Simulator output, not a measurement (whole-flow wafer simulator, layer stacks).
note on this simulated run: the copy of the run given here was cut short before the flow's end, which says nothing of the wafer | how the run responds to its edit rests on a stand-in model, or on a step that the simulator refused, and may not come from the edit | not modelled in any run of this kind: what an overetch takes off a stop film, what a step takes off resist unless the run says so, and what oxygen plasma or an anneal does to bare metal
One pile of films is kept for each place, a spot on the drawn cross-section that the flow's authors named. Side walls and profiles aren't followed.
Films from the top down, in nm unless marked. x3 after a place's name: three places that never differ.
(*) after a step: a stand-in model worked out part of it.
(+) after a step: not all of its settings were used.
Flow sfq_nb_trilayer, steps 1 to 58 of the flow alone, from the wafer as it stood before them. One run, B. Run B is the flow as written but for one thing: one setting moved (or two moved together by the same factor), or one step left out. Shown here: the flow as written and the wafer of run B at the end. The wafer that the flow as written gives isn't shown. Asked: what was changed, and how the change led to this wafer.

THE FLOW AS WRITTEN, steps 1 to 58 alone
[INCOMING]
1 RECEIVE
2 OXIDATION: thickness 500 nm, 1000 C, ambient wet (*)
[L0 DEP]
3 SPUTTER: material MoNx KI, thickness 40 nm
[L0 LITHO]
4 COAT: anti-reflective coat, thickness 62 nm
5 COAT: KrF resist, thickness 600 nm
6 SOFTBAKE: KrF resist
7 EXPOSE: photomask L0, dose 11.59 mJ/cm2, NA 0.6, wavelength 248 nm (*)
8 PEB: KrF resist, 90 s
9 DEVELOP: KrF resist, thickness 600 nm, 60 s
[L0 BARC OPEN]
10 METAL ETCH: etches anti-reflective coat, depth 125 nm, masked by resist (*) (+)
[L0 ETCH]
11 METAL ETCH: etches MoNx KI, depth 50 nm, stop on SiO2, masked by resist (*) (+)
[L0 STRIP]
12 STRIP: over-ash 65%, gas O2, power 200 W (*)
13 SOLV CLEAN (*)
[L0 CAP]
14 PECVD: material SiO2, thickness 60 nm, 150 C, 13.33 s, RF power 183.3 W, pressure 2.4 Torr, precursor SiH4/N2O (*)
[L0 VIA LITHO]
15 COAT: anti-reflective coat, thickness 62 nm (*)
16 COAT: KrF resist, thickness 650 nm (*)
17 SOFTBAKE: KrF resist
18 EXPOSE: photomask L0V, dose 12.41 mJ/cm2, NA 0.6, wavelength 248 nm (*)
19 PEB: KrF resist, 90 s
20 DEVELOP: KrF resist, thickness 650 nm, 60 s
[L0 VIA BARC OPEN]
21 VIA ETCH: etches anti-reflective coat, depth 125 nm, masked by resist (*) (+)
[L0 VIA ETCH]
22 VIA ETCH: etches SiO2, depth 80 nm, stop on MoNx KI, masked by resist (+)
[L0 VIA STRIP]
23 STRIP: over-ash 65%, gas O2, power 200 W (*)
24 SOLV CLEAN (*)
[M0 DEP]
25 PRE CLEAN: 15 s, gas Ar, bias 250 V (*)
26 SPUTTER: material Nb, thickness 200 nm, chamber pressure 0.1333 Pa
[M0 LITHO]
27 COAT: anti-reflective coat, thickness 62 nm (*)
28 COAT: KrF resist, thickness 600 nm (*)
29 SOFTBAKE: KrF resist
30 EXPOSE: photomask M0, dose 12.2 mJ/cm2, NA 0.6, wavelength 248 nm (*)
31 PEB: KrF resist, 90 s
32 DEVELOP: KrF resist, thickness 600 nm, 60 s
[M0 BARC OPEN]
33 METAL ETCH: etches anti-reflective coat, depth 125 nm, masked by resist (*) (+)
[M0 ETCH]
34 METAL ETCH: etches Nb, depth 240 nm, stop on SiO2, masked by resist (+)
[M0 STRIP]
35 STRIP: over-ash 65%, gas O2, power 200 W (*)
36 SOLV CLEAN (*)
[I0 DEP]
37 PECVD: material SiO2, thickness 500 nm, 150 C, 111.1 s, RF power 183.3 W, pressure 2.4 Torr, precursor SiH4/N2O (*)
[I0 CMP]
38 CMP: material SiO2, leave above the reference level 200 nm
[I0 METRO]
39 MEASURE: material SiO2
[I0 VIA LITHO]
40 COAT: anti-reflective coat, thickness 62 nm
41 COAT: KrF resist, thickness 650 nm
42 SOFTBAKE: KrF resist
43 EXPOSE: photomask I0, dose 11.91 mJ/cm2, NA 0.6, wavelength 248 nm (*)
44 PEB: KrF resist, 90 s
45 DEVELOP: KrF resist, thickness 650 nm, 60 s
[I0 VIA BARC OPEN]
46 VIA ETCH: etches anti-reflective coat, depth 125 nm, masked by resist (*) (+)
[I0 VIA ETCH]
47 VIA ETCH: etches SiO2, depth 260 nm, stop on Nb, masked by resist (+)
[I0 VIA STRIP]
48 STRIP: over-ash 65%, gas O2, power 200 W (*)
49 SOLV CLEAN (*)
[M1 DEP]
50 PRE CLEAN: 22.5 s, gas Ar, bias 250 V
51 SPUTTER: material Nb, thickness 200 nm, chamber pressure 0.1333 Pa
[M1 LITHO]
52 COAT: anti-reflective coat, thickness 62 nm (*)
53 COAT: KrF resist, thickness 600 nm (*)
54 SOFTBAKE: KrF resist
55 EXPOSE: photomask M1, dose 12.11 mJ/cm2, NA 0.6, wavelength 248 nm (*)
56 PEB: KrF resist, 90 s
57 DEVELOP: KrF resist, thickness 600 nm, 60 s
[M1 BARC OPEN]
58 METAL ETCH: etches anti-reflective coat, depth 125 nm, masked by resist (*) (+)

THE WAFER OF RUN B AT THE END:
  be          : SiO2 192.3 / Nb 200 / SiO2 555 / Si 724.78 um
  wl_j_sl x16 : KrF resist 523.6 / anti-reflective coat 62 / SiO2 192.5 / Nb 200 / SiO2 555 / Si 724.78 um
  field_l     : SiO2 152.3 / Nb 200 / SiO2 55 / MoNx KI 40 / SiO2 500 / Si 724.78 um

The cause: step 51, SPUTTER: material Nb, thickness 200 nm, chamber pressure 0.1333 Pa, was left out.

How the change led to this, step by step:
  52 COAT: anti-reflective coat, thickness 62 nm (*)
      via_wl: anti-reflective coat +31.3 (new film) (as written it would be: anti-reflective coat +33.8 (new film))
      via_w: anti-reflective coat +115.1 (new film) (as written it would be: anti-reflective coat +123.1 (new film))
      (and at 1 more place)
  53 COAT: KrF resist, thickness 600 nm (*)
      via_w: KrF resist +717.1 (new film) (as written it would be: KrF resist +731.8 (new film))
Counting metal films that touch as one body, be has 1 body; the flow as written gives 2 bodies (between them, from the top down: SiO2 192.5).
Counting metal films that touch as one body, wl_j_sl x16 has 1 body; the flow as written gives 2 bodies (between them, from the top down: SiO2 192.5).
Counting metal films that touch as one body, field_l has 2 bodies (between them, from the top down: SiO2 55); the flow as written gives 3 bodies (between them, from the top down: SiO2 152.5; SiO2 55).
